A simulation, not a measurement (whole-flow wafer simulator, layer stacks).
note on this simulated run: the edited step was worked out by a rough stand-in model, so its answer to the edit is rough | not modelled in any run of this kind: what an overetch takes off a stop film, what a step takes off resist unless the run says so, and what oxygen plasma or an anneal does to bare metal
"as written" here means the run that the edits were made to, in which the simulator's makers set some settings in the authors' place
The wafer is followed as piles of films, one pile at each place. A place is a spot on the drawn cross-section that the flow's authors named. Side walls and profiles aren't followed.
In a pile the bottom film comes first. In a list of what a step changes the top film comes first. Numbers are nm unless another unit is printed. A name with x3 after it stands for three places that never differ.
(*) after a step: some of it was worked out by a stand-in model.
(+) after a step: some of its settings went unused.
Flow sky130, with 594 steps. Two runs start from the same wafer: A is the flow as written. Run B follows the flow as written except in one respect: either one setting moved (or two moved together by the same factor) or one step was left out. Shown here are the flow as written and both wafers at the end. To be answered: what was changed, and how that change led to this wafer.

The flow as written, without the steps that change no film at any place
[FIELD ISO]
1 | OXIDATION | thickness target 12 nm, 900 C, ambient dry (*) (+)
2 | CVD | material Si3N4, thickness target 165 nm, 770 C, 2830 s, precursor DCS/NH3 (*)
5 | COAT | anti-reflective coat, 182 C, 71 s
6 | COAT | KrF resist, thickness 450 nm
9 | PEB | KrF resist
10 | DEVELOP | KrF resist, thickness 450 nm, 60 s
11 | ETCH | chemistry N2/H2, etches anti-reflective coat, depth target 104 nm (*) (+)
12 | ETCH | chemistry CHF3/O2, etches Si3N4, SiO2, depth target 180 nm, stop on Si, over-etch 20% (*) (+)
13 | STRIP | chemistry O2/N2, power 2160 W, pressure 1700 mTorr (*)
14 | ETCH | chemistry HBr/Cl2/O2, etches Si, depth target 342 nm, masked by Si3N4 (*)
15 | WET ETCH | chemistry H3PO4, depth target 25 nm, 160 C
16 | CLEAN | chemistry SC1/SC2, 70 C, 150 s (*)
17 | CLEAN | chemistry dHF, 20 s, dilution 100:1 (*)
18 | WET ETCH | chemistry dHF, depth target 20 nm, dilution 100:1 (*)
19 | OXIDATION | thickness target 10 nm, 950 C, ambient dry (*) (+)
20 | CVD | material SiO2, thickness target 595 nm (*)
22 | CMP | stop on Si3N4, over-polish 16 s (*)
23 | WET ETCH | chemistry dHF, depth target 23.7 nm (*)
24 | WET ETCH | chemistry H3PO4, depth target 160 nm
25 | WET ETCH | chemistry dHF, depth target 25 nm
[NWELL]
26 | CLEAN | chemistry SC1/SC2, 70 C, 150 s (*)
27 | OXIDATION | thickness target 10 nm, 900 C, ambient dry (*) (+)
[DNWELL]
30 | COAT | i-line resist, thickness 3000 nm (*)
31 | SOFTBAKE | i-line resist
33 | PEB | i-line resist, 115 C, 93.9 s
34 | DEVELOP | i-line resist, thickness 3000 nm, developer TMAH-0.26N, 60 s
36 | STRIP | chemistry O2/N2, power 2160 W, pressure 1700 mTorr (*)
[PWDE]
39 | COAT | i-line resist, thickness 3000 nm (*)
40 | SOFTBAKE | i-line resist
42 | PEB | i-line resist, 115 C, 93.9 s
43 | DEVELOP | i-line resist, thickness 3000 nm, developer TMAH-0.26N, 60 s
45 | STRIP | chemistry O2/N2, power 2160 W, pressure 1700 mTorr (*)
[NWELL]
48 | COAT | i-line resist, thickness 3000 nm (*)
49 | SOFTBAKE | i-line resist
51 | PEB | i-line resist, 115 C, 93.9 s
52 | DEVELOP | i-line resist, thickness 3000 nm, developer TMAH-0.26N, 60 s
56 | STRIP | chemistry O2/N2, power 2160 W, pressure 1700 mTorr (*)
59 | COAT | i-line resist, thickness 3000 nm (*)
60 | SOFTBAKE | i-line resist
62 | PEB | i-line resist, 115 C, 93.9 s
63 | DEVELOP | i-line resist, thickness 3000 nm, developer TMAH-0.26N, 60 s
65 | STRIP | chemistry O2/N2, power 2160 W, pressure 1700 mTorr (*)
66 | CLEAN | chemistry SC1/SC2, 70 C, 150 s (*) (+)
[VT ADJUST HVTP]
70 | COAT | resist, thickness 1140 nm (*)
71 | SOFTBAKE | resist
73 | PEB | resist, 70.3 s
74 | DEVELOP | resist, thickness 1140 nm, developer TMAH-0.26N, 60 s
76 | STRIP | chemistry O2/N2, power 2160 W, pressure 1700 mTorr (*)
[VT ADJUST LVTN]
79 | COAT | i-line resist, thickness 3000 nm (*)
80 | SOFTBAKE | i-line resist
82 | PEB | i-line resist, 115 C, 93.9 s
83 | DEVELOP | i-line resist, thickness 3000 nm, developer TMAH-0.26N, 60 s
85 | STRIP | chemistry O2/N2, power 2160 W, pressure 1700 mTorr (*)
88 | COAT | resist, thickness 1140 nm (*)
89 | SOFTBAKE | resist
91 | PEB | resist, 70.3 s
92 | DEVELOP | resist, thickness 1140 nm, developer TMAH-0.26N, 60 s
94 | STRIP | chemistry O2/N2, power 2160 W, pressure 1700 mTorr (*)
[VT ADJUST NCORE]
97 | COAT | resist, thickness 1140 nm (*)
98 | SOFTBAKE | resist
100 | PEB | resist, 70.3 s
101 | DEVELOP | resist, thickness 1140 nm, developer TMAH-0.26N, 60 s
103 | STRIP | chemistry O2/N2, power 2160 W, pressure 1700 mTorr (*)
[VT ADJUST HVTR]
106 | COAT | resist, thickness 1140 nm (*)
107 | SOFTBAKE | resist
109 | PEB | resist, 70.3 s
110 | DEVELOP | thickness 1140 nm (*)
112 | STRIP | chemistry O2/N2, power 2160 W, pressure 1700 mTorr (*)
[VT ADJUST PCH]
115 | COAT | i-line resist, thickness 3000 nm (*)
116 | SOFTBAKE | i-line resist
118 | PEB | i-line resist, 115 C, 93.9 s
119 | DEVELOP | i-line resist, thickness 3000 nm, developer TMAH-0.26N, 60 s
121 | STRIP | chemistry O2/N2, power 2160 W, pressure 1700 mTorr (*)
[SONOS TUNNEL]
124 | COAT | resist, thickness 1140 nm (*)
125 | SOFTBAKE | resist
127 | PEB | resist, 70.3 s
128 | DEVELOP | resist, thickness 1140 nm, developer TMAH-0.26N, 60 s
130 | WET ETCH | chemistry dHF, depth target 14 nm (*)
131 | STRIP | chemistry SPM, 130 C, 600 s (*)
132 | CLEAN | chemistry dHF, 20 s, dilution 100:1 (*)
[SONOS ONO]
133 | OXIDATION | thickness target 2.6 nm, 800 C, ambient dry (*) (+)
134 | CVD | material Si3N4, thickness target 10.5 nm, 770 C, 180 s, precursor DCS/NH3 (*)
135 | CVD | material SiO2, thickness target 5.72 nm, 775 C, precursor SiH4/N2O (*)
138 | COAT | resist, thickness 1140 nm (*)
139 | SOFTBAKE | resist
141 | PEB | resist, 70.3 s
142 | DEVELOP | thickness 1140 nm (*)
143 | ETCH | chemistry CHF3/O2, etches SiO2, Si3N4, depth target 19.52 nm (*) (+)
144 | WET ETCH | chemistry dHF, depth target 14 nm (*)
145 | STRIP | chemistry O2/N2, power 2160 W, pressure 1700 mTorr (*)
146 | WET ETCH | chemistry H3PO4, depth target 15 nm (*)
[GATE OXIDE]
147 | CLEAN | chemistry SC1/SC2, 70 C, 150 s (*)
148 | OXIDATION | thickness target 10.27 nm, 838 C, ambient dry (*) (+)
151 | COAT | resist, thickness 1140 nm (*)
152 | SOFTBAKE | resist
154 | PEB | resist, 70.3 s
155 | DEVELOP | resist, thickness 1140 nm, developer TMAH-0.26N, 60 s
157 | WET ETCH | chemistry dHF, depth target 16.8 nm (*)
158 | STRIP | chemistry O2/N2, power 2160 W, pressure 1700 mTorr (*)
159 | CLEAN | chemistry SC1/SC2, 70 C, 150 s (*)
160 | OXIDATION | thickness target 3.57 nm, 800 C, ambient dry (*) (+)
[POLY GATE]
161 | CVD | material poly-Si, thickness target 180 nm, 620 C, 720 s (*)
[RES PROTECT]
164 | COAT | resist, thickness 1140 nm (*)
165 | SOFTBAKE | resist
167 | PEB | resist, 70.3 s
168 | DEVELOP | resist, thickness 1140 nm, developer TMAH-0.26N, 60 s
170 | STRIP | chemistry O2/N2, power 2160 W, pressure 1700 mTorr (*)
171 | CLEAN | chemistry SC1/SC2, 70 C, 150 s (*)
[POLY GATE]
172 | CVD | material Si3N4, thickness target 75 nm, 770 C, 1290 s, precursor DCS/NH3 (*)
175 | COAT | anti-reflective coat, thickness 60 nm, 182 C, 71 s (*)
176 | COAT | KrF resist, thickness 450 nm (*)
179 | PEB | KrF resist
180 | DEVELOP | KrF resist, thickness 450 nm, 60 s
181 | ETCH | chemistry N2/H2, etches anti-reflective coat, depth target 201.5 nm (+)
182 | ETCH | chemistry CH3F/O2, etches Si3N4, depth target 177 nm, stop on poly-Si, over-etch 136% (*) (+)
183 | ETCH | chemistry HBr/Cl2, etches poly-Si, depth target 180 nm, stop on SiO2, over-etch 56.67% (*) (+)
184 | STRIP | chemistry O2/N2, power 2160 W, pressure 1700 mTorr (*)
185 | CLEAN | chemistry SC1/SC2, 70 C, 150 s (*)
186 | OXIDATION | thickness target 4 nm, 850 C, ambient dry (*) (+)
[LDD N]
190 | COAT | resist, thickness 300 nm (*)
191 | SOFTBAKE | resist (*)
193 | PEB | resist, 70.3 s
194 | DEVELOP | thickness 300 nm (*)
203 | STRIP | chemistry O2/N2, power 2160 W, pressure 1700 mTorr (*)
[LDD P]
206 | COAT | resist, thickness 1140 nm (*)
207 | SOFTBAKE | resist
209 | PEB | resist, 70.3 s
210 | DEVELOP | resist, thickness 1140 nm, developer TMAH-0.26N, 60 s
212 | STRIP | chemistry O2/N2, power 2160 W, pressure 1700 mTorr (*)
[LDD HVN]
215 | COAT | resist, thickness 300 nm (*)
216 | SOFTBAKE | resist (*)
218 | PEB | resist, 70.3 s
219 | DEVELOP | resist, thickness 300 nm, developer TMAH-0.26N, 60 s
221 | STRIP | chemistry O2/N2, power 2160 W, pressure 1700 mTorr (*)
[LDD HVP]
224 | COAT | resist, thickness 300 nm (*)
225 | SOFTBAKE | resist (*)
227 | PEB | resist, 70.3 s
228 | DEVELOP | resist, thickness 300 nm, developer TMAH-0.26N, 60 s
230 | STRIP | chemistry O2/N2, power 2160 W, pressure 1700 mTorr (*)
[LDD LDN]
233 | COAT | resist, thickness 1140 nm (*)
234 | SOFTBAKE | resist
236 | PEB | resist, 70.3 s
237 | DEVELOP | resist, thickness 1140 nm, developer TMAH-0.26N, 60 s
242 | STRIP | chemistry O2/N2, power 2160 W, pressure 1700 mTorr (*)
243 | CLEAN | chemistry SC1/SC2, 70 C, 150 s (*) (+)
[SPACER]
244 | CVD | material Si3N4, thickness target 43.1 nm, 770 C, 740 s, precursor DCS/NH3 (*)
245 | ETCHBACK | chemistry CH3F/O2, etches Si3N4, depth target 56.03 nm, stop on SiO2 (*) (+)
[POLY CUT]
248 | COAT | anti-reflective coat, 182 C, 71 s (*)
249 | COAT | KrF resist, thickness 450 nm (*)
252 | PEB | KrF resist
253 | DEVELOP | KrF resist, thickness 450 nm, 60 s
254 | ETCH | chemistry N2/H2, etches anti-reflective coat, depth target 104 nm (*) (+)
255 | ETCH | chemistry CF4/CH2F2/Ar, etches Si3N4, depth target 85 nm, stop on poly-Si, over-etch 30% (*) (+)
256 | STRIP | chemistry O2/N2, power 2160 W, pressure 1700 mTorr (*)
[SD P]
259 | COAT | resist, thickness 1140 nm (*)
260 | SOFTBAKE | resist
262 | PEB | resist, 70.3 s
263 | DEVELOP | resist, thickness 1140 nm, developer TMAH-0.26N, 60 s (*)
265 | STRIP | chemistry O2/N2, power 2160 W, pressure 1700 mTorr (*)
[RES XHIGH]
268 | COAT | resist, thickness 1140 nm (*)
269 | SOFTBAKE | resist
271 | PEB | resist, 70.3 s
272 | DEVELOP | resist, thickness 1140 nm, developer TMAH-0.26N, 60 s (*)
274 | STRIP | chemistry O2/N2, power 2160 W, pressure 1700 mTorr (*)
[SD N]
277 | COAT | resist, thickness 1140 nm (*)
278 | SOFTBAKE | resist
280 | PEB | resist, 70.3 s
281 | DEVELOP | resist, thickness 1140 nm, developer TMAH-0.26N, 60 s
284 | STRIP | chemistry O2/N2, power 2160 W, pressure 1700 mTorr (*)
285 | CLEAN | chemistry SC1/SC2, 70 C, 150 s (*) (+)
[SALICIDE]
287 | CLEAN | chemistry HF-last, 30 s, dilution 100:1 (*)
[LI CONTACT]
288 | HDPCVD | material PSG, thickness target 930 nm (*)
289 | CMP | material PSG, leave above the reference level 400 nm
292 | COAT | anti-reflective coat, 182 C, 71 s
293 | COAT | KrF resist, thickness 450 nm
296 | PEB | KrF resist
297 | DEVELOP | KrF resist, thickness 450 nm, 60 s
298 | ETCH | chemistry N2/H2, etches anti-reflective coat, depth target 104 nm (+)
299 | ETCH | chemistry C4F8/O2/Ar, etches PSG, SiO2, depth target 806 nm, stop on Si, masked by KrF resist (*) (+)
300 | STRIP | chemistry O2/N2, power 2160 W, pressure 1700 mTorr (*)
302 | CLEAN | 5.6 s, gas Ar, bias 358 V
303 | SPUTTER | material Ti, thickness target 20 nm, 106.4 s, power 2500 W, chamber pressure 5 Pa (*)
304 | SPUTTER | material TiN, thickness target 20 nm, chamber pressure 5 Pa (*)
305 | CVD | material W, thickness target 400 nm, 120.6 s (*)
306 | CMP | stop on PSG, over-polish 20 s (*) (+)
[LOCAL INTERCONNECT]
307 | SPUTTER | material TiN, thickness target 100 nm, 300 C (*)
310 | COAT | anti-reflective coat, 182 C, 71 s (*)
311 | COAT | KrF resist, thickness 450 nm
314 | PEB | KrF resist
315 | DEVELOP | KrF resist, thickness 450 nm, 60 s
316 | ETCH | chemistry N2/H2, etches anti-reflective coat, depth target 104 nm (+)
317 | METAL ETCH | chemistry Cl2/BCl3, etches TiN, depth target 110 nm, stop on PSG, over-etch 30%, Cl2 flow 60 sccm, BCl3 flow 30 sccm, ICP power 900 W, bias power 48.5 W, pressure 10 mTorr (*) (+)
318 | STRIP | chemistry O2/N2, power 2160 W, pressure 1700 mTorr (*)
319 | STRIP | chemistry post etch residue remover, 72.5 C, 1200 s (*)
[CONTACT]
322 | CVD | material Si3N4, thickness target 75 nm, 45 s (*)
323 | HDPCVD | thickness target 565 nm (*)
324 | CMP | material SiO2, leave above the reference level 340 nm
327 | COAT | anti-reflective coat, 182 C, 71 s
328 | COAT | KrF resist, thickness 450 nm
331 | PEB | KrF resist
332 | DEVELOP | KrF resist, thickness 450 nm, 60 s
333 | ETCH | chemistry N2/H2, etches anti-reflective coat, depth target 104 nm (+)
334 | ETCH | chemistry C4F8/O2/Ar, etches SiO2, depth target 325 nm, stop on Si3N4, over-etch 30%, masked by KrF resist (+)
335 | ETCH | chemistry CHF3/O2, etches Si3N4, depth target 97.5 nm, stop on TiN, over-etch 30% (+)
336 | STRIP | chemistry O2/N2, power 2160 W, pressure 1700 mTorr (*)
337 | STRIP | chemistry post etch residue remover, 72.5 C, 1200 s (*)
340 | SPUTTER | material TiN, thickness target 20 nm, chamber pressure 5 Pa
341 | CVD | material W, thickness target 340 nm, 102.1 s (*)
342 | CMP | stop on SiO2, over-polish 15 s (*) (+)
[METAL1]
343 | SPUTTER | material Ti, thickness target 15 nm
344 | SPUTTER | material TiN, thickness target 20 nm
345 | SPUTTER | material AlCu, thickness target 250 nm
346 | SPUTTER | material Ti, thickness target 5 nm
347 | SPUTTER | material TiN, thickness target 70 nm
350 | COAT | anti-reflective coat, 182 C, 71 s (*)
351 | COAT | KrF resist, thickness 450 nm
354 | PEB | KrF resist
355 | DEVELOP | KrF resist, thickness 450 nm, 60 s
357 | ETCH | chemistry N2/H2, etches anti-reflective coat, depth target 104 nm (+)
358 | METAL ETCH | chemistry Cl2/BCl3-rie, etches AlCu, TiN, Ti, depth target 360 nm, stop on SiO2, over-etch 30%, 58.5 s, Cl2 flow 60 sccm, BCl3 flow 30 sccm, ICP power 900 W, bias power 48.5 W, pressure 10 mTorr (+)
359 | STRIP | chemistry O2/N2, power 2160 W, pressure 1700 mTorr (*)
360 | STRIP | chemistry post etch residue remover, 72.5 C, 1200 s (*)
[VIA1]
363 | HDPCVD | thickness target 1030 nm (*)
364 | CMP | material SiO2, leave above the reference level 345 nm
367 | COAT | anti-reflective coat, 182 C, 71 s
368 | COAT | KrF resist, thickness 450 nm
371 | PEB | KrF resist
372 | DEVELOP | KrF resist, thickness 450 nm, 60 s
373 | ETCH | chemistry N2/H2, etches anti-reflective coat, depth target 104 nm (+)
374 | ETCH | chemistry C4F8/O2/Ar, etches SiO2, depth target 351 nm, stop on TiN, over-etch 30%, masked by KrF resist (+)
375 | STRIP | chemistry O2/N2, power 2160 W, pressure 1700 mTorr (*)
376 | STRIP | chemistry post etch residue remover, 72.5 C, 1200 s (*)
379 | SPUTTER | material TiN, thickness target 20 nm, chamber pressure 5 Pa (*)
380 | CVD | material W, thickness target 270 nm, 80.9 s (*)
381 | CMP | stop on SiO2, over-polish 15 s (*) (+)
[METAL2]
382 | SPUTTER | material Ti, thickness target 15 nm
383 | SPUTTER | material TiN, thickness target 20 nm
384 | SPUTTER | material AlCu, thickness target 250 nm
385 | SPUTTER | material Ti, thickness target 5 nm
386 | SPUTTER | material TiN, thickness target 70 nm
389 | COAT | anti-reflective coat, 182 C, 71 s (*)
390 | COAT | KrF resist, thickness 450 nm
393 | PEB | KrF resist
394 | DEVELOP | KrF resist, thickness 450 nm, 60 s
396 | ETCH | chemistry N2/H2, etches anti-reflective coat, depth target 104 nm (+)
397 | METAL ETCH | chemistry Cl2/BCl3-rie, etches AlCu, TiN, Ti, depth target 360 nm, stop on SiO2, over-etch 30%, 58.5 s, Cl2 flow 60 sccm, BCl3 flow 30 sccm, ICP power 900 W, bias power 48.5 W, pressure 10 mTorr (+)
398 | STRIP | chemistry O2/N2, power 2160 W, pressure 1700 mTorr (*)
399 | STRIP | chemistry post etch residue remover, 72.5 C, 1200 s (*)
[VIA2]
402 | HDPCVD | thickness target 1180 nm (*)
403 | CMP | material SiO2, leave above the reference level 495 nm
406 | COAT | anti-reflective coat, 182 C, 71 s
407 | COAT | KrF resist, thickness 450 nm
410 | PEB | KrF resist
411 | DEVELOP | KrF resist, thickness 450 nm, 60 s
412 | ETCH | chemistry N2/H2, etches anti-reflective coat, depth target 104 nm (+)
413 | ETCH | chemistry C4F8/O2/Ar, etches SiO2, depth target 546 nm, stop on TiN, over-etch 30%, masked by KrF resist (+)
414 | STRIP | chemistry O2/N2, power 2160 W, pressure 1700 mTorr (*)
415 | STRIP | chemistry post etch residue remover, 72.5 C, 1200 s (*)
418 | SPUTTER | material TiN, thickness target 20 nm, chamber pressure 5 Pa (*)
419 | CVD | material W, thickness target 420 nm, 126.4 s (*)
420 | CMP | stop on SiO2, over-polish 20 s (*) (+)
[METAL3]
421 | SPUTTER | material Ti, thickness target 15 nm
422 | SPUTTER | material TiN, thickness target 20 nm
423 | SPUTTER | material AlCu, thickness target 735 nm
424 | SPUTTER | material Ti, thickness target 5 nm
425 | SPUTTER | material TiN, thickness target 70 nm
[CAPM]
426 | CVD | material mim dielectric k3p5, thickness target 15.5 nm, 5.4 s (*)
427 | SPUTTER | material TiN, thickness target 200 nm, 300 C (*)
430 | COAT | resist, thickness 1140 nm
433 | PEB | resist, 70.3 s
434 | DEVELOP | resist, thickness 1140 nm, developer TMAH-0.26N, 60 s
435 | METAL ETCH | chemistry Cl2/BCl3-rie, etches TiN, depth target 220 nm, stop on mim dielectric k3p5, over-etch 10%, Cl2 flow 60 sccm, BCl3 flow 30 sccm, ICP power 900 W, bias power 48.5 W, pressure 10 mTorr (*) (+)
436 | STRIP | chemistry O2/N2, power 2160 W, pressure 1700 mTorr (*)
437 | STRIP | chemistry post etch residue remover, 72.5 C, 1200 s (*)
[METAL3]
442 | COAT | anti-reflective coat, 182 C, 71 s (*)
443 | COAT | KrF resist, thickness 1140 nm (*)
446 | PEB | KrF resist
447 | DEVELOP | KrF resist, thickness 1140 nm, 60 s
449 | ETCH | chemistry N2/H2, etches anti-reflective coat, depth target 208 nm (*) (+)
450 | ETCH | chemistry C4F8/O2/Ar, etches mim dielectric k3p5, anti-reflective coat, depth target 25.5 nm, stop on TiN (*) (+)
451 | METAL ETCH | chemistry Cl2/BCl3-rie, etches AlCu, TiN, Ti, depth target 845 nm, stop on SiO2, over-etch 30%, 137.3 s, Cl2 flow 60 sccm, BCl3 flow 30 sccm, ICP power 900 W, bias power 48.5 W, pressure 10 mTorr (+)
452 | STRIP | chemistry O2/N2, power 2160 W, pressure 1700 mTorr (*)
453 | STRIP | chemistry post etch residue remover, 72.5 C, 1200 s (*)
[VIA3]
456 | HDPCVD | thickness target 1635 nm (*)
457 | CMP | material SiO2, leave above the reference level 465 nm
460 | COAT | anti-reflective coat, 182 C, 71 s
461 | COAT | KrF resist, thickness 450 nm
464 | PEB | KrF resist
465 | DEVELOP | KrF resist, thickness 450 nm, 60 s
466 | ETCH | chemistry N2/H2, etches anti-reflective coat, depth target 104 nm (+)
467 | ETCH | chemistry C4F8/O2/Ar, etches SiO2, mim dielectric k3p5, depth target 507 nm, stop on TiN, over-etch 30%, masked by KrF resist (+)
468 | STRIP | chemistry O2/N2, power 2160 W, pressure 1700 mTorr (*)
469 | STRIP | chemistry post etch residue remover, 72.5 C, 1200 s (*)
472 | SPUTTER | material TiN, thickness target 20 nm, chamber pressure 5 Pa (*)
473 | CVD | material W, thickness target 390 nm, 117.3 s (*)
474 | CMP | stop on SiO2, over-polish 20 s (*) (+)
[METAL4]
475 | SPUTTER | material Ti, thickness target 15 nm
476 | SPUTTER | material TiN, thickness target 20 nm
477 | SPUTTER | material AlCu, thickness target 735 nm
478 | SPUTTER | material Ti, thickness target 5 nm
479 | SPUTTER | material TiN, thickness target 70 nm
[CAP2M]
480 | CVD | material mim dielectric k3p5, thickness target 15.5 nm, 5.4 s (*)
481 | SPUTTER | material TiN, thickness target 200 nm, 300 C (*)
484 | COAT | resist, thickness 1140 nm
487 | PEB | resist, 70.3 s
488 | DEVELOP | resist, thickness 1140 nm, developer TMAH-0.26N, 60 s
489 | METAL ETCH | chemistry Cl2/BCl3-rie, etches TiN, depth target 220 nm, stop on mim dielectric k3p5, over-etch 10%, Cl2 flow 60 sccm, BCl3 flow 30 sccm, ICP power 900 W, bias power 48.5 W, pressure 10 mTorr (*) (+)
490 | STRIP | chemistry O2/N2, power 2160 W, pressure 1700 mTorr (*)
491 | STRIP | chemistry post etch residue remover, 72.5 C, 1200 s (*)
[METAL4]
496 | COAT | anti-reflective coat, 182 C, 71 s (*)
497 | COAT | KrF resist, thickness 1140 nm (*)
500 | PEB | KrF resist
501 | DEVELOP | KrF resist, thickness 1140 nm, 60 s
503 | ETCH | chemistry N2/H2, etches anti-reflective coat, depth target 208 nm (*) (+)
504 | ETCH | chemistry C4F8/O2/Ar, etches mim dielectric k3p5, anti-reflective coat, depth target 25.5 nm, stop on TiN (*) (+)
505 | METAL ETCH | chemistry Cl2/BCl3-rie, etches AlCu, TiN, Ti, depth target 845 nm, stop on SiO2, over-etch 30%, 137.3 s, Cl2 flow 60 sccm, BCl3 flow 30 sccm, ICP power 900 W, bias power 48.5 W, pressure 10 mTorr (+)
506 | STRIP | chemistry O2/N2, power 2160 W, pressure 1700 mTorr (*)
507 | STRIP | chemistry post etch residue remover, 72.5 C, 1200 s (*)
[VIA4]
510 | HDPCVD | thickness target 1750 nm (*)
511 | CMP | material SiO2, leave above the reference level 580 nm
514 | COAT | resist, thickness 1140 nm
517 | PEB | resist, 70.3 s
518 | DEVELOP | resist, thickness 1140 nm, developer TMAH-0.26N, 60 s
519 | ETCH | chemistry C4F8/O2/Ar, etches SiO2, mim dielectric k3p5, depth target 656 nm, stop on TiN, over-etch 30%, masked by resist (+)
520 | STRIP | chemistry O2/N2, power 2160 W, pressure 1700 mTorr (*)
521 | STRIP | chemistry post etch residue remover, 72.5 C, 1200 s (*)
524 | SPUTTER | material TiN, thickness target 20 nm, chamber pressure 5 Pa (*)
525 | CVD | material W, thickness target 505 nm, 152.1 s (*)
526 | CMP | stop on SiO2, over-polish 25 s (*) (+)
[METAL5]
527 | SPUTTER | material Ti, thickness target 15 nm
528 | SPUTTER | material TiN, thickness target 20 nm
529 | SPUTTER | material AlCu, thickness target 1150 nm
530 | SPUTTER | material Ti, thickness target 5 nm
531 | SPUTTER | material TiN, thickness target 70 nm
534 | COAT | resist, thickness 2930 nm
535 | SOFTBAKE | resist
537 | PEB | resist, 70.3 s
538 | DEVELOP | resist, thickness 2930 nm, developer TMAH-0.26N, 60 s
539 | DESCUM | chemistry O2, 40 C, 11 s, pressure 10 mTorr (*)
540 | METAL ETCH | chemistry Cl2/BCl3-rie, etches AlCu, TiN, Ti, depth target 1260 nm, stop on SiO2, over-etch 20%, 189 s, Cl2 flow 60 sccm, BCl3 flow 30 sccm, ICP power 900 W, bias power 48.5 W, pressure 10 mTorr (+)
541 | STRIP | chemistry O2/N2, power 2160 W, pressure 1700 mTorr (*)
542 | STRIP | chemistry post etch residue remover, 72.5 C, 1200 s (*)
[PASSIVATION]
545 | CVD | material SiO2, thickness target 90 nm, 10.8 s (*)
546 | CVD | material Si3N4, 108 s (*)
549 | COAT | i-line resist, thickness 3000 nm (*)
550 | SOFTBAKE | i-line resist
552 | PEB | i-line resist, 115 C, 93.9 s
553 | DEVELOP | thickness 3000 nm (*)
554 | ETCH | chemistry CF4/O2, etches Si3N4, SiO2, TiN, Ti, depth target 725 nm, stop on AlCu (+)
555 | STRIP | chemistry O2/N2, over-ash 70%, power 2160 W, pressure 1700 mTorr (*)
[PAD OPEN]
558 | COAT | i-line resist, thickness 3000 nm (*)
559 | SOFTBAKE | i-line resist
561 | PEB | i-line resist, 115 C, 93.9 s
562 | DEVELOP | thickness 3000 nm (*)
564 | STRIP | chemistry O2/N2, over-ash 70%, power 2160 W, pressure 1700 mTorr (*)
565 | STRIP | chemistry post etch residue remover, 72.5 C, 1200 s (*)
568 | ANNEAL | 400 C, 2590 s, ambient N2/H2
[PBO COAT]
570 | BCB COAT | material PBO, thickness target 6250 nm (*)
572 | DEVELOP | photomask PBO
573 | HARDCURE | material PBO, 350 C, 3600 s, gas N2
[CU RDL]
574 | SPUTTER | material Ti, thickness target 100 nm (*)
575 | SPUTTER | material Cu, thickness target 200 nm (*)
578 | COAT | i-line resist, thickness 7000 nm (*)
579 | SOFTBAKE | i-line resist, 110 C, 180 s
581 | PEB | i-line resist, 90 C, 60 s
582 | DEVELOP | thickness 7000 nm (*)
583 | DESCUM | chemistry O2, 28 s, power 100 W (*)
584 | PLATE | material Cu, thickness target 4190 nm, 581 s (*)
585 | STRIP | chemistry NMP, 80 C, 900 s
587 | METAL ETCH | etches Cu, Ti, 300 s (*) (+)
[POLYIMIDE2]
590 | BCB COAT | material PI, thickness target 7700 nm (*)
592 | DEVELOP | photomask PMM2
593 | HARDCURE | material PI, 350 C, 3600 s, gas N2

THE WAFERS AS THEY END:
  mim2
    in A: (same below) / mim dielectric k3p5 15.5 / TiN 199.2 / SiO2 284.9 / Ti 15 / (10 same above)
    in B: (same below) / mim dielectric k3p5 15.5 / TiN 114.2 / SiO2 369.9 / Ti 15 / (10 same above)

What caused this: step 481, SPUTTER: thickness target 115 nm was run, while the flow as written has thickness target 200 nm.

Step by step, how the change led to this:
  481 | SPUTTER | material TiN, thickness target 200 nm, 300 C (*)
      field, active, n_well and 189 more: A +200 TiN (new film) | B +115 TiN (new film)
  489 | METAL ETCH | chemistry Cl2/BCl3-rie, etches TiN, depth target 220 nm, stop on mim dielectric k3p5, over-etch 10%, Cl2 flow 60 sccm, BCl3 flow 30 sccm, ICP power 900 W, bias power 48.5 W, pressure 10 mTorr (*) (+)
      field, active, n_well and 188 more: A -200 TiN (all of it) | B -115 TiN (all of it)
      mim2: A -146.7 resist | B -84.3 resist
  490 | STRIP | chemistry O2/N2, power 2160 W, pressure 1700 mTorr (*)
      mim2: A -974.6 resist (all of it) | B -1036.9 resist (all of it)
  496 | COAT | anti-reflective coat, 182 C, 71 s (*)
      iso_guard__w2: A +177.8 anti-reflective coat (new film) | B +123.5 anti-reflective coat (new film)
      mim2: A +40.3 anti-reflective coat (new film) | B +30 anti-reflective coat (new film)
  497 | COAT | KrF resist, thickness 1140 nm (*)
      iso_guard__w2: A +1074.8 KrF resist (new film) | B +1111.5 KrF resist (new film)
      mim2: A +1018.9 KrF resist (new film) | B +1092.6 KrF resist (new film)
  506 | STRIP | chemistry O2/N2, power 2160 W, pressure 1700 mTorr (*)
      iso_guard__w2: A -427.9 KrF resist (all of it), -177.8 anti-reflective coat (all of it) | B -464.5 KrF resist (all of it), -123.5 anti-reflective coat (all of it)
      mim2: A -372.1 KrF resist (all of it), -40.3 anti-reflective coat (all of it) | B -445.6 KrF resist (all of it), -30 anti-reflective coat (all of it)
  511 | CMP | material SiO2, leave above the reference level 580 nm
      mim2: A -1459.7 SiO2 | B -1374.7 SiO2
